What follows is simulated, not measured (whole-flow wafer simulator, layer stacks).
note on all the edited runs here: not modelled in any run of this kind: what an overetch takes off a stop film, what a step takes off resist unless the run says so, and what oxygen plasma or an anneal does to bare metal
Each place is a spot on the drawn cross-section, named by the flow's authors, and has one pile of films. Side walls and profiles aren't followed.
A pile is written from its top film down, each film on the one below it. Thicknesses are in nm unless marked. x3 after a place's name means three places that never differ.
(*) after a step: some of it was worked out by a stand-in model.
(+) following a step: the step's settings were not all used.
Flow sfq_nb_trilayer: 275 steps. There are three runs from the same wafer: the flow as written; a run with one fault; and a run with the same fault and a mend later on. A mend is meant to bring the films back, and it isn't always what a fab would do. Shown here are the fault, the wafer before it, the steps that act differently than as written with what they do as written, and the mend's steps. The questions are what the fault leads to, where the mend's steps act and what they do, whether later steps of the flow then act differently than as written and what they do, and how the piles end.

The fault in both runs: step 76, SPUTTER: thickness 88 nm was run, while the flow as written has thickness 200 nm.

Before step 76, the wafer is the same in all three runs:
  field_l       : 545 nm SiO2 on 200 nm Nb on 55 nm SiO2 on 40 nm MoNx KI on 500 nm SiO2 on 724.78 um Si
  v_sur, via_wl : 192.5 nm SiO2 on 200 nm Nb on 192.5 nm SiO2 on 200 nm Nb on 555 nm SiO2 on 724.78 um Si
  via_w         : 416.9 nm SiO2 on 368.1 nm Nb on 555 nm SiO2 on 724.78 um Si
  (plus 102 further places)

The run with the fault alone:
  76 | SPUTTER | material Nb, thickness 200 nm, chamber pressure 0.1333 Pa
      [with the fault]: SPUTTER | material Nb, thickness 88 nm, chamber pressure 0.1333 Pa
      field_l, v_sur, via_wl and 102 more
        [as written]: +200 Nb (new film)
        [with the fault]: +88 Nb (new film)
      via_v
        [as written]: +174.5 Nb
        [with the fault]: +77.5 Nb
  Later steps of the flow acting differently than as written (6 other steps are not shown; they differ only slightly, by no more than 2% or 0.5 nm, whichever is larger):
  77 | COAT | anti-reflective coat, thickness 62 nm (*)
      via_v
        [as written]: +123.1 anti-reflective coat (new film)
        [with the fault]: +118.3 anti-reflective coat (new film)
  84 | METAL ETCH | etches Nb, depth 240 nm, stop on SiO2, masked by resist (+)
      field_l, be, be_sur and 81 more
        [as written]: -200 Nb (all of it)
        [with the fault]: -88 Nb (all of it)
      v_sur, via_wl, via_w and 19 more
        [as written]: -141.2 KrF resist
        [with the fault]: -77.6 KrF resist
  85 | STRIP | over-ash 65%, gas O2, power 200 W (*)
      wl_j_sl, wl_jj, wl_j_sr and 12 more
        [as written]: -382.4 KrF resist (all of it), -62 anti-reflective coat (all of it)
        [with the fault]: -445.9 KrF resist (all of it), -62 anti-reflective coat (all of it)
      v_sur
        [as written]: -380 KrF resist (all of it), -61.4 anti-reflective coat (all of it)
        [with the fault]: -443.9 KrF resist (all of it), -61.4 anti-reflective coat (all of it)
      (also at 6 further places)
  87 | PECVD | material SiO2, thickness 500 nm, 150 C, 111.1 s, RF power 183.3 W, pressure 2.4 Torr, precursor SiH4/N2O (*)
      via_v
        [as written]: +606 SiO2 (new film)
        [with the fault]: +578.7 SiO2 (new film)
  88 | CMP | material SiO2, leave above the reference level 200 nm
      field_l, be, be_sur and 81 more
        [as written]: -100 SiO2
        [with the fault]: -212 SiO2
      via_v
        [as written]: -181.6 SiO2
        [with the fault]: -169.3 SiO2
  By the end, the piles at field_l, v_sur, via_wl and 103 more depart from the flow's by more than 2% or 0.5 nm, whichever is larger.
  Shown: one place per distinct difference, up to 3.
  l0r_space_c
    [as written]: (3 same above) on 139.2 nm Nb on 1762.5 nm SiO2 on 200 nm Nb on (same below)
    [with the fault]: (3 same above) on 139.2 nm Nb on 1650.5 nm SiO2 on 200 nm Nb on (same below)
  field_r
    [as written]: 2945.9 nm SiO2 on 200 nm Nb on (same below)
    [with the fault]: 2833.9 nm SiO2 on 200 nm Nb on (same below)
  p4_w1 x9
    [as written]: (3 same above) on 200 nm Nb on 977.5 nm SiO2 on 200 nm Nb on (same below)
    [with the fault]: (3 same above) on 200 nm Nb on 865.5 nm SiO2 on 200 nm Nb on (same below)

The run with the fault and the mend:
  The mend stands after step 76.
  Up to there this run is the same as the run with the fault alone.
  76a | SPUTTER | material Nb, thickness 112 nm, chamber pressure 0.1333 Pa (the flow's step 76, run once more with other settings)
      field_l, v_sur, via_wl and 102 more
        +112 Nb
      via_v
        +92.7 Nb
  Every later step of the flow that is run acts as written, at every place that is followed, to within 2% or 0.5 nm, whichever is larger.
  The piles end only slightly different from the flow's at the places that both follow, by no more than 2% or 0.5 nm, whichever is larger.
